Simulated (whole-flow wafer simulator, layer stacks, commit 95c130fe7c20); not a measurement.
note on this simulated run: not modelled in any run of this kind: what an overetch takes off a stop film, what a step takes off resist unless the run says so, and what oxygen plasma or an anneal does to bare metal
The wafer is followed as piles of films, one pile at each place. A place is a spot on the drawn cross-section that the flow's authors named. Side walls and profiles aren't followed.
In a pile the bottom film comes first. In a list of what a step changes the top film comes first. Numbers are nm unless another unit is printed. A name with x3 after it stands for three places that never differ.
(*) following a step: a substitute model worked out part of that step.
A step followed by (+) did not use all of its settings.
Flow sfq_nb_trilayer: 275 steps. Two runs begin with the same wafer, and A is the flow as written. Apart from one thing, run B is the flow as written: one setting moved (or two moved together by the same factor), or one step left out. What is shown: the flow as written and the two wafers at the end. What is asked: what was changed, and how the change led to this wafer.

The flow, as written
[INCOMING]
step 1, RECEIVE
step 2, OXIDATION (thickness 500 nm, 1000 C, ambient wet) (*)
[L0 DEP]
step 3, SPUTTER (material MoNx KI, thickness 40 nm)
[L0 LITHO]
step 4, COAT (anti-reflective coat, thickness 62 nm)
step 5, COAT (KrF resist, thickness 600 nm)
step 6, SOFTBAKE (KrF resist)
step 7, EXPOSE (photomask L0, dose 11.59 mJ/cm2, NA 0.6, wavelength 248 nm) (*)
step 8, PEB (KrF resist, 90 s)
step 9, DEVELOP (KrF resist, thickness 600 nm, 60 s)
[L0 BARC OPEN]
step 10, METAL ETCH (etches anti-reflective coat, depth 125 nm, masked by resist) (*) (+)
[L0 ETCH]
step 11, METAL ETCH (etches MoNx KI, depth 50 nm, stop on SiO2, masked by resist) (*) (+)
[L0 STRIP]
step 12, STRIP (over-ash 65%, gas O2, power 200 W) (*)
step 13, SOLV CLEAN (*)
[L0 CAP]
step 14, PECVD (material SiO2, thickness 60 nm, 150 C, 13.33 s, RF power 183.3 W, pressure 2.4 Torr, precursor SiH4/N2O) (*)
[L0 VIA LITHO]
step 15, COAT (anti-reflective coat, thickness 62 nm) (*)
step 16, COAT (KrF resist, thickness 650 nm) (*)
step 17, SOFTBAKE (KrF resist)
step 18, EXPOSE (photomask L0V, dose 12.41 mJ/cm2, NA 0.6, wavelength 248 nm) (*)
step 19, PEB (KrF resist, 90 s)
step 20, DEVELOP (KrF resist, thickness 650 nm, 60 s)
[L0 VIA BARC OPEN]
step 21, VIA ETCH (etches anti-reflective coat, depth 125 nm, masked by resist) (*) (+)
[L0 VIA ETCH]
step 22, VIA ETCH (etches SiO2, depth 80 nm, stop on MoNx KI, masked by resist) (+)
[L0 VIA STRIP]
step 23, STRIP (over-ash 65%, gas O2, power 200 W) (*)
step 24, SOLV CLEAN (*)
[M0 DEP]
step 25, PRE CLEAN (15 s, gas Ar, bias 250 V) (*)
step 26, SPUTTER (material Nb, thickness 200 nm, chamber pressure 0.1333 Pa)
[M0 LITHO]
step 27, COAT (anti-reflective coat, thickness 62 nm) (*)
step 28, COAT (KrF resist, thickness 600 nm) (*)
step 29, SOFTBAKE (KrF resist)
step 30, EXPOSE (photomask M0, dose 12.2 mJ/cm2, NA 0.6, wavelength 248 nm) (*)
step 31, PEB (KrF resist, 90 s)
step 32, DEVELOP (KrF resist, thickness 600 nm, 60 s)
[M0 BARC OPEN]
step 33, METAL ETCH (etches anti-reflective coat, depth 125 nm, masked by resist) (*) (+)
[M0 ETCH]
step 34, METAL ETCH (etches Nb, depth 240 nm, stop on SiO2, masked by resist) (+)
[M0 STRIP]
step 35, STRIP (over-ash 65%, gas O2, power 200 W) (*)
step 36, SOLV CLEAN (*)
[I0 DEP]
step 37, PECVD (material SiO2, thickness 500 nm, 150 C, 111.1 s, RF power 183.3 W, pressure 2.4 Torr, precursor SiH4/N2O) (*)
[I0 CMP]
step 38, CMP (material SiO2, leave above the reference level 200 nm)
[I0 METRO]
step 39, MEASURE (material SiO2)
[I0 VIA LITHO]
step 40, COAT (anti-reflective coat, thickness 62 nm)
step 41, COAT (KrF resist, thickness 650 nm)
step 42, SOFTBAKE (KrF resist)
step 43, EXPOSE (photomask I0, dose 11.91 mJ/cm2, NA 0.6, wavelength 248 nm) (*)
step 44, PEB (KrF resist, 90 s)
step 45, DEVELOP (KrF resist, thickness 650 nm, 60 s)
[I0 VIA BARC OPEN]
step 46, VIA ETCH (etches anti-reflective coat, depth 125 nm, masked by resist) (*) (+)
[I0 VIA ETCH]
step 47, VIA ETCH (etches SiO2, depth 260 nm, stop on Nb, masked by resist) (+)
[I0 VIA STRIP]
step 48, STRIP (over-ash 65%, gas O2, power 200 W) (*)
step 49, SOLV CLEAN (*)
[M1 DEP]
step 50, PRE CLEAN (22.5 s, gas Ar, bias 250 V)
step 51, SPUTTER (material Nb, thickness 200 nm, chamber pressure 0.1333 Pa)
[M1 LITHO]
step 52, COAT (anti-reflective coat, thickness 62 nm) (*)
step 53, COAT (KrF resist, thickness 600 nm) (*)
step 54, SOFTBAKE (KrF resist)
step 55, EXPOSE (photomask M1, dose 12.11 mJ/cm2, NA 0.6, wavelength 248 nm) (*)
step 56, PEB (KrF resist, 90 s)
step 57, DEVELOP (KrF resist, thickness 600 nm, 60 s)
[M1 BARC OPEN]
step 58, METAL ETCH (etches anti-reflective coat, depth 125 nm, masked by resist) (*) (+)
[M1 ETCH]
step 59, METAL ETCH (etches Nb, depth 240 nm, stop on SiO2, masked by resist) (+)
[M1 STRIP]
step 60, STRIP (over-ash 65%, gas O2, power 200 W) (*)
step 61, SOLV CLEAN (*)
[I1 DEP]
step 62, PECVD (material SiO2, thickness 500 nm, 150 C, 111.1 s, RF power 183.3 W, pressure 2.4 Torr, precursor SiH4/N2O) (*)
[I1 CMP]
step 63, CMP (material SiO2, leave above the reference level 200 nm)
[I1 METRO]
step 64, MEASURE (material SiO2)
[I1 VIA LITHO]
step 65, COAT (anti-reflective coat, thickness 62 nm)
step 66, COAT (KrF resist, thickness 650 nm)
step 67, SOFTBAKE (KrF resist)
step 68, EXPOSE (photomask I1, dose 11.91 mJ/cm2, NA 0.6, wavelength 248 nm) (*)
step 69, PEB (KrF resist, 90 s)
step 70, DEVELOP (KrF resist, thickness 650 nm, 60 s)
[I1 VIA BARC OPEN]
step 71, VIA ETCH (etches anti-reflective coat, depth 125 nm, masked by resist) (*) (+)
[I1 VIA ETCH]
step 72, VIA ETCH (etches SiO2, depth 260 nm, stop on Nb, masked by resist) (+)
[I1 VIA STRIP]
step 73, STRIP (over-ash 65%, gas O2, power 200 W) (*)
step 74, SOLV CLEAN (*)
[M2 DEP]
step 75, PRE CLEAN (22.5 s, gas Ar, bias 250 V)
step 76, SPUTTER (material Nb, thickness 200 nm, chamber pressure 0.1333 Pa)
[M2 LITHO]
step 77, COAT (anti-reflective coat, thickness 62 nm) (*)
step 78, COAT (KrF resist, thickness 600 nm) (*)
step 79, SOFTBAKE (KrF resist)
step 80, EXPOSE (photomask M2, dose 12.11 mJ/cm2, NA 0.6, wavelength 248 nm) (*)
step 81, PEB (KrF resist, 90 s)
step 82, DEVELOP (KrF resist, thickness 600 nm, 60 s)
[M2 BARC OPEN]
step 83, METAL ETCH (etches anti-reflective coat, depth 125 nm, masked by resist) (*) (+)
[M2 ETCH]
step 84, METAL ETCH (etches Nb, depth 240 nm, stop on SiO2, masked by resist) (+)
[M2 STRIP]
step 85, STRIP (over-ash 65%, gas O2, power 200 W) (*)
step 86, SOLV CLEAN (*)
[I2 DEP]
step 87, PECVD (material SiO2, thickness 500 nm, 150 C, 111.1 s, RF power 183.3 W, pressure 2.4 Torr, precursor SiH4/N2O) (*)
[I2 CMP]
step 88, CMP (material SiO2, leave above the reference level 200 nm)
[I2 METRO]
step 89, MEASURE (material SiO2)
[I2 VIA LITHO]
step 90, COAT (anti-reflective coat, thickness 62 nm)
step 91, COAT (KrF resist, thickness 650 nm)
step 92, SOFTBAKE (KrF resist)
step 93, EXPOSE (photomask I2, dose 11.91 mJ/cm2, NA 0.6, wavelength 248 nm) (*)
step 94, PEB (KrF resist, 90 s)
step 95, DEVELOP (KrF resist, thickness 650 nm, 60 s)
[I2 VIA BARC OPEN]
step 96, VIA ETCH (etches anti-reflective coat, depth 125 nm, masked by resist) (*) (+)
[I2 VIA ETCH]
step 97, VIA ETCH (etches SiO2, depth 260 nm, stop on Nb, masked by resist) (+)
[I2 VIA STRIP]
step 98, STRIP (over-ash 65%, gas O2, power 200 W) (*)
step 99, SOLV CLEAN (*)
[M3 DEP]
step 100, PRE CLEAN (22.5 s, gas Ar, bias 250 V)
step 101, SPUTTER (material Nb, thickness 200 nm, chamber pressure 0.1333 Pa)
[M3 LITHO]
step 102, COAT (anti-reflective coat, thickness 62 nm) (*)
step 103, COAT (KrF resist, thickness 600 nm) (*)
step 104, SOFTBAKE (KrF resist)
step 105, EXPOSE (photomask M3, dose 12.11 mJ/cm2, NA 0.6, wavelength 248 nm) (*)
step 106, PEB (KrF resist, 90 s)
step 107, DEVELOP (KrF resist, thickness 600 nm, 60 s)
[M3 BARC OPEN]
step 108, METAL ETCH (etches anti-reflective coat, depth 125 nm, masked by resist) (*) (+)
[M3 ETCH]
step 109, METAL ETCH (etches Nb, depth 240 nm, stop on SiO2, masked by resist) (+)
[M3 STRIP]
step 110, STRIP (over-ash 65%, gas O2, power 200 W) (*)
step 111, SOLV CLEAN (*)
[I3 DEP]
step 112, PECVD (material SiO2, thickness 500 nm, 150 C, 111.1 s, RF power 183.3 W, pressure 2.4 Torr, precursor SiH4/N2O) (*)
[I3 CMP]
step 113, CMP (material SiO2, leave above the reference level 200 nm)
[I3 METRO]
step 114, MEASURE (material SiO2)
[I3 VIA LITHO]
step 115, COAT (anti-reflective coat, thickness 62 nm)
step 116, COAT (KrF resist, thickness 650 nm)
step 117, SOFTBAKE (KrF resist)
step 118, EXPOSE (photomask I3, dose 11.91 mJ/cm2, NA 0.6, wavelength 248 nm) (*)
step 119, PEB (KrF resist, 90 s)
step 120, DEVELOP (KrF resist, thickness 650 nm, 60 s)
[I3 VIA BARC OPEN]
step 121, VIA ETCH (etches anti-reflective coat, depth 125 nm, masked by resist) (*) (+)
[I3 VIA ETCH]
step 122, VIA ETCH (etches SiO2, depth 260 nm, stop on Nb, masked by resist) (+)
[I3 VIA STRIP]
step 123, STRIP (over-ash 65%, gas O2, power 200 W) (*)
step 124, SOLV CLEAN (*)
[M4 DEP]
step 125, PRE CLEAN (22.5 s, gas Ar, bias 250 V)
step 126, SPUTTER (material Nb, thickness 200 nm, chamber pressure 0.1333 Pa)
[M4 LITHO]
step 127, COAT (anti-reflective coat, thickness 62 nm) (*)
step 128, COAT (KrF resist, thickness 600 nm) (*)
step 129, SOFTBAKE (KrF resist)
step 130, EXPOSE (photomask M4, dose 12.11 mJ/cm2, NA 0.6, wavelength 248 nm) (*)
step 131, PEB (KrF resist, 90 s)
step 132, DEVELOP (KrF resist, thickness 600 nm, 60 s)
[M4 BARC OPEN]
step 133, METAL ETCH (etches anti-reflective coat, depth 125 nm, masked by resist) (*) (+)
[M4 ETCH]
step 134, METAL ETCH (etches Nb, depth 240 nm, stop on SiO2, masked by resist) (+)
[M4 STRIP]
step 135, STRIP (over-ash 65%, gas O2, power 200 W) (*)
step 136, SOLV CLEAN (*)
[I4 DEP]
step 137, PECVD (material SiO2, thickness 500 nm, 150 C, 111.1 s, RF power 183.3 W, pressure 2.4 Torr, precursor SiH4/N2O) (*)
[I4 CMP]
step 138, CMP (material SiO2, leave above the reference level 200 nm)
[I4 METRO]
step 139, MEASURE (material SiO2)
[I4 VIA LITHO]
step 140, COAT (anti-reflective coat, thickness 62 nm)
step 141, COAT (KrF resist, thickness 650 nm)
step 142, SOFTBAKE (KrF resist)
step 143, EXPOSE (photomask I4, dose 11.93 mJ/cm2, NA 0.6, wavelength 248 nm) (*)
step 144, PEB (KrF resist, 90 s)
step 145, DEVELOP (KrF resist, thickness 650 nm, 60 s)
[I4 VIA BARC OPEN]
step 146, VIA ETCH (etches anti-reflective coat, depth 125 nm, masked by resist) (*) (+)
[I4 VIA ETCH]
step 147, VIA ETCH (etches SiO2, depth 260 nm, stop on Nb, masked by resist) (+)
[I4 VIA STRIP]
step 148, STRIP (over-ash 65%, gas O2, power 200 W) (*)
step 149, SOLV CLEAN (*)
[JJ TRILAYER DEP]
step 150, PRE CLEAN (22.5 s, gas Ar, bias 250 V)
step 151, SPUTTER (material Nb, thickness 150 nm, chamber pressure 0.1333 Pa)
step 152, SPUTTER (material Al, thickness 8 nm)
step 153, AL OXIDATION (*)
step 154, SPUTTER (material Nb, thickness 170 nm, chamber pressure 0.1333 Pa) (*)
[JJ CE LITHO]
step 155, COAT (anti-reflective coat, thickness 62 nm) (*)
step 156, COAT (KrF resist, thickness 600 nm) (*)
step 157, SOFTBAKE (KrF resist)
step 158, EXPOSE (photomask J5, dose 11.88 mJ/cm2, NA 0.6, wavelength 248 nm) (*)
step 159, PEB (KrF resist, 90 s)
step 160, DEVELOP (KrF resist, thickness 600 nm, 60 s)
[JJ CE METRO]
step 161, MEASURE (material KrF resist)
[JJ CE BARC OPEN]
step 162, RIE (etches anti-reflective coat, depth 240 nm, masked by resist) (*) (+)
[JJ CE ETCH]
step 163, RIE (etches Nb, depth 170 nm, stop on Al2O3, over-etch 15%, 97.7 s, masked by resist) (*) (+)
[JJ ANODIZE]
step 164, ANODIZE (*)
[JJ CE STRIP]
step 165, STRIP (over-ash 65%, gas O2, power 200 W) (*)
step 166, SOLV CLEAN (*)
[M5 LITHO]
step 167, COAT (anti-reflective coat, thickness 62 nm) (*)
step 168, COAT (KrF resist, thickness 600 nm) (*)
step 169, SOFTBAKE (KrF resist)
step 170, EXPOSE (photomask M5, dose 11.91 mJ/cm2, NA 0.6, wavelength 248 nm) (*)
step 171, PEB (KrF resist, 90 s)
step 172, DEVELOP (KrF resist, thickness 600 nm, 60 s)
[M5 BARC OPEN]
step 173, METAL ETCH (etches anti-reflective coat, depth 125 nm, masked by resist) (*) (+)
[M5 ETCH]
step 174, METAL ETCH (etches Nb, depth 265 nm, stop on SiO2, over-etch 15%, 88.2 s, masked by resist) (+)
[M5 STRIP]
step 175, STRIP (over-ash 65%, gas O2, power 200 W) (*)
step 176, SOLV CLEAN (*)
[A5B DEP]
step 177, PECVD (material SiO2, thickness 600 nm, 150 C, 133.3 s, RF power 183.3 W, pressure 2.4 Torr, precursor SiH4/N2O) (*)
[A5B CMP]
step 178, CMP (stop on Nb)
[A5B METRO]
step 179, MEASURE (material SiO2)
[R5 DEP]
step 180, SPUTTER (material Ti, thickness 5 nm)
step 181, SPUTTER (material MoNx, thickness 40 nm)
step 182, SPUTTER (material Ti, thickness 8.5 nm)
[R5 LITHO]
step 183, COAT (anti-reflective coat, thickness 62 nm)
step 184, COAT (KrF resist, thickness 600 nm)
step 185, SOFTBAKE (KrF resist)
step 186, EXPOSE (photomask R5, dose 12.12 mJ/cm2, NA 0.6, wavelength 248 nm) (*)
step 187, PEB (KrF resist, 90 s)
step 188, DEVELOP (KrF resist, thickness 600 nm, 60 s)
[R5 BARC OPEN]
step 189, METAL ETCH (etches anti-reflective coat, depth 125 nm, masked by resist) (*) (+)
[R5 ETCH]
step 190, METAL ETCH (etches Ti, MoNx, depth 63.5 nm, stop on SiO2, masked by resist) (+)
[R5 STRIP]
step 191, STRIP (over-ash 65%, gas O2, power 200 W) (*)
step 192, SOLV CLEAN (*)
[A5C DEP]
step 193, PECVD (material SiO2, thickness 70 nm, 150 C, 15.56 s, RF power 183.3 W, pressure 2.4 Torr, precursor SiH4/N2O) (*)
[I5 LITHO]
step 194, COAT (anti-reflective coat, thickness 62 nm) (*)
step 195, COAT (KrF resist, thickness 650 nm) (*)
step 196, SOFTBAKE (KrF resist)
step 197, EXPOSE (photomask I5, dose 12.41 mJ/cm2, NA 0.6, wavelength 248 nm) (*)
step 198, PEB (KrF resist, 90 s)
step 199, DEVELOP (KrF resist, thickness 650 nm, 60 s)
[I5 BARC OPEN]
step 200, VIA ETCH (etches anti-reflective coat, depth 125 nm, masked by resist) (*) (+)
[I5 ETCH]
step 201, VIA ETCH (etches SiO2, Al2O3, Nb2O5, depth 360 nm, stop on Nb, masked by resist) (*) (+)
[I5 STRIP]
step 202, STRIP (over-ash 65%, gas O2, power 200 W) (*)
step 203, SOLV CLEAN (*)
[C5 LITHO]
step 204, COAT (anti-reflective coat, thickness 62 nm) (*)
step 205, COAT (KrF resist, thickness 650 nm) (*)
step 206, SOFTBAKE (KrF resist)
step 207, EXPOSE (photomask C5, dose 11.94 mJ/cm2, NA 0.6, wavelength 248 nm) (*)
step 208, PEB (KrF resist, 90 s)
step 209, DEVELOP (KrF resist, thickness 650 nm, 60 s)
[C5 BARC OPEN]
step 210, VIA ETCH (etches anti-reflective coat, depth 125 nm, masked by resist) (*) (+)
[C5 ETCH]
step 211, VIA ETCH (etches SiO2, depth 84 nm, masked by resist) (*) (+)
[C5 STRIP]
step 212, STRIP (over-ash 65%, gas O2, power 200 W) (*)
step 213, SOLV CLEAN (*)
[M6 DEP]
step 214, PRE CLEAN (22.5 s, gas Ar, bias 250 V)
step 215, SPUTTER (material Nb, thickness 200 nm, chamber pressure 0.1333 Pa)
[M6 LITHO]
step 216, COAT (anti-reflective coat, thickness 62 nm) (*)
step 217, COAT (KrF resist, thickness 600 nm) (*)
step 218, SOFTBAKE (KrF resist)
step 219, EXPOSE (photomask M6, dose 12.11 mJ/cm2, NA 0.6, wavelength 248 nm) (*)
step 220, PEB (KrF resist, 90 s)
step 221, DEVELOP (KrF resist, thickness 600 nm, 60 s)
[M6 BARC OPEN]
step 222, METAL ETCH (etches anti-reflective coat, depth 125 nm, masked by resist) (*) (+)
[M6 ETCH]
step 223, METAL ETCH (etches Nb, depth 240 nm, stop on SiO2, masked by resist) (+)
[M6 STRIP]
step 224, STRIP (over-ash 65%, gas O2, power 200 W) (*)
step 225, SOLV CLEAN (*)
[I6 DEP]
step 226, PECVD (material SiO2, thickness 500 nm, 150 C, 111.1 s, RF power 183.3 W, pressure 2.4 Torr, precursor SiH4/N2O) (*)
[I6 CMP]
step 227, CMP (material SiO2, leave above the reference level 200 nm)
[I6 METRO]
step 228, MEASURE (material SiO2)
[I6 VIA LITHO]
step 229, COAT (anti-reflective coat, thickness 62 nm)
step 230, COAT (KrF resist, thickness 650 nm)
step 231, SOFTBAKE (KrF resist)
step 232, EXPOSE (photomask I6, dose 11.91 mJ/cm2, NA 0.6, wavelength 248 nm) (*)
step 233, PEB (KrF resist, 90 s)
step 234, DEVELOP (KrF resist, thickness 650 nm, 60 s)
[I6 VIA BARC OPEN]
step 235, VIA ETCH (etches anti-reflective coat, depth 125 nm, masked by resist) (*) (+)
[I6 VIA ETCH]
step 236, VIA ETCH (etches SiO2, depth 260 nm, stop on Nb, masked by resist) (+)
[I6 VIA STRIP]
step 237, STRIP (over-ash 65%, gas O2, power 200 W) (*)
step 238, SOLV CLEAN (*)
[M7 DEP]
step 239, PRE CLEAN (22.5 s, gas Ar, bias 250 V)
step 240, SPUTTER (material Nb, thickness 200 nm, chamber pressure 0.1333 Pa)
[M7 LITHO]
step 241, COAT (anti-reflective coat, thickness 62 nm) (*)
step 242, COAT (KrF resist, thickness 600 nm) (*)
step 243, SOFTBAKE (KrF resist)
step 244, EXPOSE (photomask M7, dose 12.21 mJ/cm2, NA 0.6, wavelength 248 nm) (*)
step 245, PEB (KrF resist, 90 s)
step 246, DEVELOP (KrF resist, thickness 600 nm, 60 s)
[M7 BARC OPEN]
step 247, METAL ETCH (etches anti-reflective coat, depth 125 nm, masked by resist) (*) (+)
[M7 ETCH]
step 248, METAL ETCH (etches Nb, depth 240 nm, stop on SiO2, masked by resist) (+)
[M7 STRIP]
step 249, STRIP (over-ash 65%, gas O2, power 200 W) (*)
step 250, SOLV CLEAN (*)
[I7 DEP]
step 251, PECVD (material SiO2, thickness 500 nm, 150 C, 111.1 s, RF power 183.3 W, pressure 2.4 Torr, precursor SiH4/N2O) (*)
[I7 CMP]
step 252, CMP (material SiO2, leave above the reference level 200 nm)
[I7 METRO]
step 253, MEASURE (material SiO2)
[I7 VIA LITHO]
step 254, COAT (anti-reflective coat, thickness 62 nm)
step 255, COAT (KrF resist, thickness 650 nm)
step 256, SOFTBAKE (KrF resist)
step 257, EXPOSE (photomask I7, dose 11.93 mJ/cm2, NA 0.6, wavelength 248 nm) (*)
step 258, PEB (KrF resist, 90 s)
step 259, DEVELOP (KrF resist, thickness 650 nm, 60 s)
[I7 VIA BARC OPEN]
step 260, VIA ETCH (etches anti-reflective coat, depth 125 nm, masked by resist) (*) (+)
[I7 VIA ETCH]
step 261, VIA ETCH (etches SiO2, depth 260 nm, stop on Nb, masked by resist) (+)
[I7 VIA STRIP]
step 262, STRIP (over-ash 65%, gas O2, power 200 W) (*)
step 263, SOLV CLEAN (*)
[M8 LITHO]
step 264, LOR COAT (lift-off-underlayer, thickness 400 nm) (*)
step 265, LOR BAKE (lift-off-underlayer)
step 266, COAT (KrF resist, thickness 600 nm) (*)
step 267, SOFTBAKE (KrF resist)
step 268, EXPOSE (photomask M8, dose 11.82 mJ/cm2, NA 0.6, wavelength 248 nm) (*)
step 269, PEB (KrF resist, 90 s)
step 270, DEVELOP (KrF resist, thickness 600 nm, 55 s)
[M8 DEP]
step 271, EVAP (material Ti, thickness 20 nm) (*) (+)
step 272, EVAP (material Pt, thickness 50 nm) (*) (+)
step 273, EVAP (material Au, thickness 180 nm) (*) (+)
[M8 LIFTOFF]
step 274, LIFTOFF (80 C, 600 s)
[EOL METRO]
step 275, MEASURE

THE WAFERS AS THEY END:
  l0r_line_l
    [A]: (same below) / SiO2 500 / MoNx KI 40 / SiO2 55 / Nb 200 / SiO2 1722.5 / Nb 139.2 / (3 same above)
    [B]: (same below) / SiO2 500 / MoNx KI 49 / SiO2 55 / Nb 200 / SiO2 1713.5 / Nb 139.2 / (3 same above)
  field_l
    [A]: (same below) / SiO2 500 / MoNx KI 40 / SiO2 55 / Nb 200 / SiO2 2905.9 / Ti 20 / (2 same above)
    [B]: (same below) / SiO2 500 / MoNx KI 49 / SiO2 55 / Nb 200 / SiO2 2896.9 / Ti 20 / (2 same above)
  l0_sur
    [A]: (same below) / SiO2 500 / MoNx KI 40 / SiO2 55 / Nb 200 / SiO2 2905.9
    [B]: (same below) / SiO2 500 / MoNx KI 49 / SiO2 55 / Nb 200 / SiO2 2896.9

The reason: step 3, SPUTTER: thickness 49 nm was run, though the flow has thickness 40 nm.
One can read it off the wafer: l0r_line_l has MoNx KI 49, and step 3 as written asks for 40 nm.

How this came from the change, step by step:
  step 3, SPUTTER (material MoNx KI, thickness 40 nm)
      field_l, v_sur, via_wl and 103 more: A MoNx KI gains 40 (new film) | B MoNx KI gains 49 (new film)
  step 11, METAL ETCH (etches MoNx KI, depth 50 nm, stop on SiO2, masked by resist) (*) (+)
      v_sur, via_wl, via_w and 97 more: A MoNx KI loses 40 (all of it) | B MoNx KI loses 49 (all of it)
  step 15, COAT (anti-reflective coat, thickness 62 nm) (*)
      v_sur: A anti-reflective coat gains 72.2 (new film) | B anti-reflective coat gains 74.6 (new film)
      l0_sur: A anti-reflective coat gains 54.2 (new film) | B anti-reflective coat gains 53 (new film)
      (also at 1 further place)
  step 23, STRIP (over-ash 65%, gas O2, power 200 W) (*)
      v_sur: A KrF resist loses 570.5 (all of it), anti-reflective coat loses 72.2 (all of it) | B KrF resist loses 572.8 (all of it), anti-reflective coat loses 74.6 (all of it)
      l0_sur: A KrF resist loses 552.8 (all of it), anti-reflective coat loses 54.2 (all of it) | B KrF resist loses 550.8 (all of it), anti-reflective coat loses 53 (all of it)
      (also at 1 further place)
  step 27, COAT (anti-reflective coat, thickness 62 nm) (*)
      v_sur: A anti-reflective coat gains 72.3 (new film) | B anti-reflective coat gains 74.9 (new film)
      l0r_space_c: A anti-reflective coat gains 78 (new film) | B anti-reflective coat gains 81.6 (new film)
  step 35, STRIP (over-ash 65%, gas O2, power 200 W) (*)
      v_sur: A KrF resist loses 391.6 (all of it), anti-reflective coat loses 72.3 (all of it) | B KrF resist loses 393.7 (all of it), anti-reflective coat loses 74.9 (all of it)
      l0r_space_c: A KrF resist loses 397.6 (all of it), anti-reflective coat loses 78 (all of it) | B KrF resist loses 401.1 (all of it), anti-reflective coat loses 81.6 (all of it)
  step 38, CMP (material SiO2, leave above the reference level 200 nm)
      field_l, l0_sur, l0r_line_l, l0r_line_c, l0r_line_r: A SiO2 loses 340 | B SiO2 loses 349
      l0v: A SiO2 loses 277.8 | B SiO2 loses 286.8
